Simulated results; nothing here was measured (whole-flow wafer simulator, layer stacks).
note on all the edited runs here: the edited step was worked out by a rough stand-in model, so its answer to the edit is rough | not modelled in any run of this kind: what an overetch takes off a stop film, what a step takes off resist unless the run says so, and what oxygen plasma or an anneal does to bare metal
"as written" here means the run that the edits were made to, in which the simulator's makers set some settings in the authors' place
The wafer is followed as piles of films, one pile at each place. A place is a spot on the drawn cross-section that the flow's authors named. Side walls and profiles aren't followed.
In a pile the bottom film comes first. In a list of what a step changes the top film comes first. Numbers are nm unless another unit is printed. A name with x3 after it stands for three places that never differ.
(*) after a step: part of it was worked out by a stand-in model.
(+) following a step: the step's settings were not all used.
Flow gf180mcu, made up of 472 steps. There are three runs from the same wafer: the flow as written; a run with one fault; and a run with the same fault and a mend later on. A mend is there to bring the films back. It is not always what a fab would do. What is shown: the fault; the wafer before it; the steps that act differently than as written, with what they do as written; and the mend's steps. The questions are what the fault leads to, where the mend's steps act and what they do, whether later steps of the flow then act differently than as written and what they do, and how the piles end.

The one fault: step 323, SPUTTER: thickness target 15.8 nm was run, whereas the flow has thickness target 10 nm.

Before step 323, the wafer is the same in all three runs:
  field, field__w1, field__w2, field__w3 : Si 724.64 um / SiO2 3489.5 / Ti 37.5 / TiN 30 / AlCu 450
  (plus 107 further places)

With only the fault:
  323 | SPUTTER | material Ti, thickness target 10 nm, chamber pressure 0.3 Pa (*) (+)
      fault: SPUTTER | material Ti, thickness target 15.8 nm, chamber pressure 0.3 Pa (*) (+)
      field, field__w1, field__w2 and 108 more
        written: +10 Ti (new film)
        fault: +15.8 Ti (new film)
  Later steps of the flow acting differently than as written (not shown: 5 more steps that differ only slightly, by at most 2% or 0.5 nm, whichever is larger):
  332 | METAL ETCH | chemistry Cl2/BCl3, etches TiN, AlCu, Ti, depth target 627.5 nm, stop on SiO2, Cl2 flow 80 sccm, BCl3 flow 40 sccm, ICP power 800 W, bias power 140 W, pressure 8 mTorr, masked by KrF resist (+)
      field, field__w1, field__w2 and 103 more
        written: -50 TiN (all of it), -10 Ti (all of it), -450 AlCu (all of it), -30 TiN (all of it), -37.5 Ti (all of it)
        fault: -50 TiN (all of it), -15.8 Ti (all of it), -450 AlCu (all of it), -30 TiN (all of it), -37.5 Ti (all of it)
  The piles end different from the flow's at field__w8, contact, m1, m1__w1, m1_nw by more than 2% or 0.5 nm, whichever is larger.
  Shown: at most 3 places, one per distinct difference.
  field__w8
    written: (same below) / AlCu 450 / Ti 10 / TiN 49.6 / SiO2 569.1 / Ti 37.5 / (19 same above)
    fault: (same below) / AlCu 450 / Ti 15.8 / TiN 49.6 / SiO2 563.3 / Ti 37.5 / (19 same above)
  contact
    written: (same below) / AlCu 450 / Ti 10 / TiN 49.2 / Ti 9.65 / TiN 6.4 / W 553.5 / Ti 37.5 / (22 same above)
    fault: (same below) / AlCu 450 / Ti 15.8 / TiN 49.2 / Ti 9.69 / TiN 6.43 / W 547.6 / Ti 37.5 / (22 same above)

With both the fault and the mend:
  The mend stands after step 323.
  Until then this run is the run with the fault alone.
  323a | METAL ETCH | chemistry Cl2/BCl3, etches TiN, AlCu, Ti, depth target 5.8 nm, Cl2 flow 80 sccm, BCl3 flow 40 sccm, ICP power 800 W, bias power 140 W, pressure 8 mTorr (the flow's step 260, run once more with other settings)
      field, field__w1, field__w2 and 108 more
        -5.8 Ti
  Every later step of the flow that is run acts as written at every place that is followed.
  By the end, the piles equal the flow's at every place that both follow.
